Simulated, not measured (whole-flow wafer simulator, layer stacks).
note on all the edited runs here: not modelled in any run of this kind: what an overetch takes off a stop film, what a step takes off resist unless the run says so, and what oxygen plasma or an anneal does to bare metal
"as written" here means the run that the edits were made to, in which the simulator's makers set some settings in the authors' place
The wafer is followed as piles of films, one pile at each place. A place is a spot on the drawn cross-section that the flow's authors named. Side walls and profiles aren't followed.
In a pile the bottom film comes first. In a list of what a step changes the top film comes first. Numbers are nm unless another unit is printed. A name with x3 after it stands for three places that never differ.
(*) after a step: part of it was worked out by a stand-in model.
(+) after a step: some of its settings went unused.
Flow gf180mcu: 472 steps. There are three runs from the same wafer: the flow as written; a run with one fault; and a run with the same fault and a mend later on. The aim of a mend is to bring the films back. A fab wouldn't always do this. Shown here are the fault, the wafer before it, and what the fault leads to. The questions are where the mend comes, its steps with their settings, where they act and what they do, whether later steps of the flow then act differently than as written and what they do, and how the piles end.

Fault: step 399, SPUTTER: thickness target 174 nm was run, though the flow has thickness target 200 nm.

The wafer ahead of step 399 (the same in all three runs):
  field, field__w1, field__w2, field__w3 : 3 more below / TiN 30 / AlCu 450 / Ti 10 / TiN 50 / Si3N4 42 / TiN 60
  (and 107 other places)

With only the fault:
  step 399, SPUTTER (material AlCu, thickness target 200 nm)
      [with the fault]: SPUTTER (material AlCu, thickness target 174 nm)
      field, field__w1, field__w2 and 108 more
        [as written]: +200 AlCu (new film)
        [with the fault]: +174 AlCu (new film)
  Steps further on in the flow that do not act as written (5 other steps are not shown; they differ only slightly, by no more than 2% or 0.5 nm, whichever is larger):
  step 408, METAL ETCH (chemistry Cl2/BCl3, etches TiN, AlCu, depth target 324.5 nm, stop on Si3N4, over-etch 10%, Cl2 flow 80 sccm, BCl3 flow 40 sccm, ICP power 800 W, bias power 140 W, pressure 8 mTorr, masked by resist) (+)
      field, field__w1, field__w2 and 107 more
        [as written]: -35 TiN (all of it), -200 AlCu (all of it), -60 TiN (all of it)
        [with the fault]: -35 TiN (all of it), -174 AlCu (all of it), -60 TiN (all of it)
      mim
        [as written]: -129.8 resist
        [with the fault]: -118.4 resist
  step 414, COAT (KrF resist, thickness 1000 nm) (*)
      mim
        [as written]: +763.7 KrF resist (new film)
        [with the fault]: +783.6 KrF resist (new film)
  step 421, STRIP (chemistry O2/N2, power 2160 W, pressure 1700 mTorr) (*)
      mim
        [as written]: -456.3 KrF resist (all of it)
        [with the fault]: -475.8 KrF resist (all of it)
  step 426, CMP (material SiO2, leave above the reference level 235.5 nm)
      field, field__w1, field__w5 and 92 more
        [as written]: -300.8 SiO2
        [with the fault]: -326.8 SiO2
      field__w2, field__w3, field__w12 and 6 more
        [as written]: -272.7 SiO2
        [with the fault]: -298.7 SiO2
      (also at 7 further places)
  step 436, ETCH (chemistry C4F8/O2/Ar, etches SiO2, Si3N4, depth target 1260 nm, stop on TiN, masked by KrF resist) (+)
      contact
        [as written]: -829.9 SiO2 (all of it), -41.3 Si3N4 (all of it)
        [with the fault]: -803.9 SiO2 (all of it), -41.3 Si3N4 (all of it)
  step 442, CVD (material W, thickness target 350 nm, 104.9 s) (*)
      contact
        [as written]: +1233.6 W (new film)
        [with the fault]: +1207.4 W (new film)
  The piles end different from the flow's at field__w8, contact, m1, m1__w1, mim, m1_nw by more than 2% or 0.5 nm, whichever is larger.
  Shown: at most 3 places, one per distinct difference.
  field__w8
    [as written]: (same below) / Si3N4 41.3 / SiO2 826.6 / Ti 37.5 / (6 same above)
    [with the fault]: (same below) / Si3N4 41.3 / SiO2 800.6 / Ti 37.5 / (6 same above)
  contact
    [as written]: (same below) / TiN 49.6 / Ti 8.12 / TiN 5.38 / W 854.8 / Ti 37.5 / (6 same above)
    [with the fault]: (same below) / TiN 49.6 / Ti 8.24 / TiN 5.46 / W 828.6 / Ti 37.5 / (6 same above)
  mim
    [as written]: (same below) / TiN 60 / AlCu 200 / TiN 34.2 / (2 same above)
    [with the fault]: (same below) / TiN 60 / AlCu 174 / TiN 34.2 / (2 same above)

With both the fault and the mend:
  The mend stands after step 399.
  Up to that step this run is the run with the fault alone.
  step 399a, SPUTTER (material AlCu, thickness target 26 nm) (the flow's step 399 again, with other settings)
      field, field__w1, field__w2 and 108 more
        +26 AlCu
  Later steps of the flow that are run all act as written at every place that is followed.
  At every place that both follow, the piles at the end match the flow's.
